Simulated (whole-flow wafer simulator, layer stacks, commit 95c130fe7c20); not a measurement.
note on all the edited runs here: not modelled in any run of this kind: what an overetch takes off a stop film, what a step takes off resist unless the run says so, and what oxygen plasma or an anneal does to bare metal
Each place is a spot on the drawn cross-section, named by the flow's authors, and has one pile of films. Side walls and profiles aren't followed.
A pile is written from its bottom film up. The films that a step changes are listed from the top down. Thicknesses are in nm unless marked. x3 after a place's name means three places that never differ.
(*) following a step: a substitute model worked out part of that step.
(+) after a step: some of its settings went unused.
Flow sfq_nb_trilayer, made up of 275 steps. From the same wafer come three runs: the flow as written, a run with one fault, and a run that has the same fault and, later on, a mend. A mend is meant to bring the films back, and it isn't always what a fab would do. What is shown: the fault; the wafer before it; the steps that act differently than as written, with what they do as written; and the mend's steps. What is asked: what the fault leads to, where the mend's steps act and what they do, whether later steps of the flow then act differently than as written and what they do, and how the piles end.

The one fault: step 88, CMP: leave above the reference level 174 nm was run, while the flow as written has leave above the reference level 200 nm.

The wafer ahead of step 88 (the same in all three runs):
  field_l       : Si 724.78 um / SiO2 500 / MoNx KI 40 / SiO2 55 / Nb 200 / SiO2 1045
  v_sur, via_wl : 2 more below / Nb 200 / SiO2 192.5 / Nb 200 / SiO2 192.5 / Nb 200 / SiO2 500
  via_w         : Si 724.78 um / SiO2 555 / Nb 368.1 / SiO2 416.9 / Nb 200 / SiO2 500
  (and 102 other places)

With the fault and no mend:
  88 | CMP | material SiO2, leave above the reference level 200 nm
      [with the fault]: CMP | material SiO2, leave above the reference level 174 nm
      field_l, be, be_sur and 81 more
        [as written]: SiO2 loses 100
        [with the fault]: SiO2 loses 126
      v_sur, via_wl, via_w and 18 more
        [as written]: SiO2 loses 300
        [with the fault]: SiO2 loses 326
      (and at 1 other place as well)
  Steps further on in the flow that do not act as written (3 other steps are not shown; they differ only slightly, by no more than 2% or 0.5 nm, whichever is larger):
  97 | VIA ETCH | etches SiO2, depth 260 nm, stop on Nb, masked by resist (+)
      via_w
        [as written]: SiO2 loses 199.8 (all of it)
        [with the fault]: SiO2 loses 173.8 (all of it)
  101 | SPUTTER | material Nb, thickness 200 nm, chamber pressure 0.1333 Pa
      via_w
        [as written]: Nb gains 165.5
        [with the fault]: Nb gains 171.2
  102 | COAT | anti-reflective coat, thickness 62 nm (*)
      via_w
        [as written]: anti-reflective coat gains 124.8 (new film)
        [with the fault]: anti-reflective coat gains 119 (new film)
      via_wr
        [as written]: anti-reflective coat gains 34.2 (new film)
        [with the fault]: anti-reflective coat gains 35.6 (new film)
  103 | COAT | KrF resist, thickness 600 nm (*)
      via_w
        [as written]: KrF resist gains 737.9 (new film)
        [with the fault]: KrF resist gains 716.3 (new film)
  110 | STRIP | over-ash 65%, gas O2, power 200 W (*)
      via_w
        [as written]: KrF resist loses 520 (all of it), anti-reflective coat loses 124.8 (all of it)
        [with the fault]: KrF resist loses 498.4 (all of it), anti-reflective coat loses 119 (all of it)
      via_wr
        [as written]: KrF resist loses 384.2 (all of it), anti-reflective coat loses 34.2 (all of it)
        [with the fault]: KrF resist loses 386.2 (all of it), anti-reflective coat loses 35.6 (all of it)
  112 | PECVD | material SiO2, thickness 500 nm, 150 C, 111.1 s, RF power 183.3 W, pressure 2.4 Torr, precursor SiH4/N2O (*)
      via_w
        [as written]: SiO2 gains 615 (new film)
        [with the fault]: SiO2 gains 583.4 (new film)
  By the end, the piles at v_sur, via_wl, via_w and 29 more depart from the flow's by more than 2% or 0.5 nm, whichever is larger.
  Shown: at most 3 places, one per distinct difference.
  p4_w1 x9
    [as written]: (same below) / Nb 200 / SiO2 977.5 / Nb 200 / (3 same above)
    [with the fault]: (same below) / Nb 200 / SiO2 951.5 / Nb 200 / (3 same above)
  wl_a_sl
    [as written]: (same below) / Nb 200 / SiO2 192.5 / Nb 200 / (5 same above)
    [with the fault]: (same below) / Nb 200 / SiO2 166.5 / Nb 200 / (5 same above)
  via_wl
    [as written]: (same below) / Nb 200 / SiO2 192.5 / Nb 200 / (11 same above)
    [with the fault]: (same below) / Nb 200 / SiO2 166.5 / Nb 200 / (11 same above)

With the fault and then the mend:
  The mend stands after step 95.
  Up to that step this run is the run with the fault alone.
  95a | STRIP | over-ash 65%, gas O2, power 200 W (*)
      field_l, v_sur, via_wl and 102 more
        KrF resist loses 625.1 (all of it), anti-reflective coat loses 62 (all of it)
      via_w
        anti-reflective coat loses 62 (all of it)
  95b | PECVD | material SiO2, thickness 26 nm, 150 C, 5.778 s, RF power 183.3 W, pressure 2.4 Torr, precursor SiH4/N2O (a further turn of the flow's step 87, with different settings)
      field_l, v_sur, via_wl and 103 more
        SiO2 gains 26
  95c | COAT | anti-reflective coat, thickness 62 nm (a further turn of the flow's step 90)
      field_l, v_sur, via_wl and 103 more
        anti-reflective coat gains 62 (new film)
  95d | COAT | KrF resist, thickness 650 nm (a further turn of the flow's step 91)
      field_l, v_sur, via_wl and 103 more
        KrF resist gains 650 (new film)
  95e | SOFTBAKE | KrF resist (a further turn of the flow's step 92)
      alters no film at any place that is followed
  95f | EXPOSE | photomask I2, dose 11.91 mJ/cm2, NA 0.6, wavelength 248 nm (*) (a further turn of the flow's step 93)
      alters no film at any place that is followed
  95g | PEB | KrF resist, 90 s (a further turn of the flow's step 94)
      field_l, v_sur, via_wl and 103 more
        KrF resist loses 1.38
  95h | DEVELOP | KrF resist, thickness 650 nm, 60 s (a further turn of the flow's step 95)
      field_l, v_sur, via_wl and 102 more
        KrF resist loses 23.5
      via_w
        KrF resist loses 648.6 (all of it)
  Every later step of the flow that is run acts as written, at every place that is followed, to within 2% or 0.5 nm, whichever is larger.
  The piles end the same as the flow's at every place that both follow.
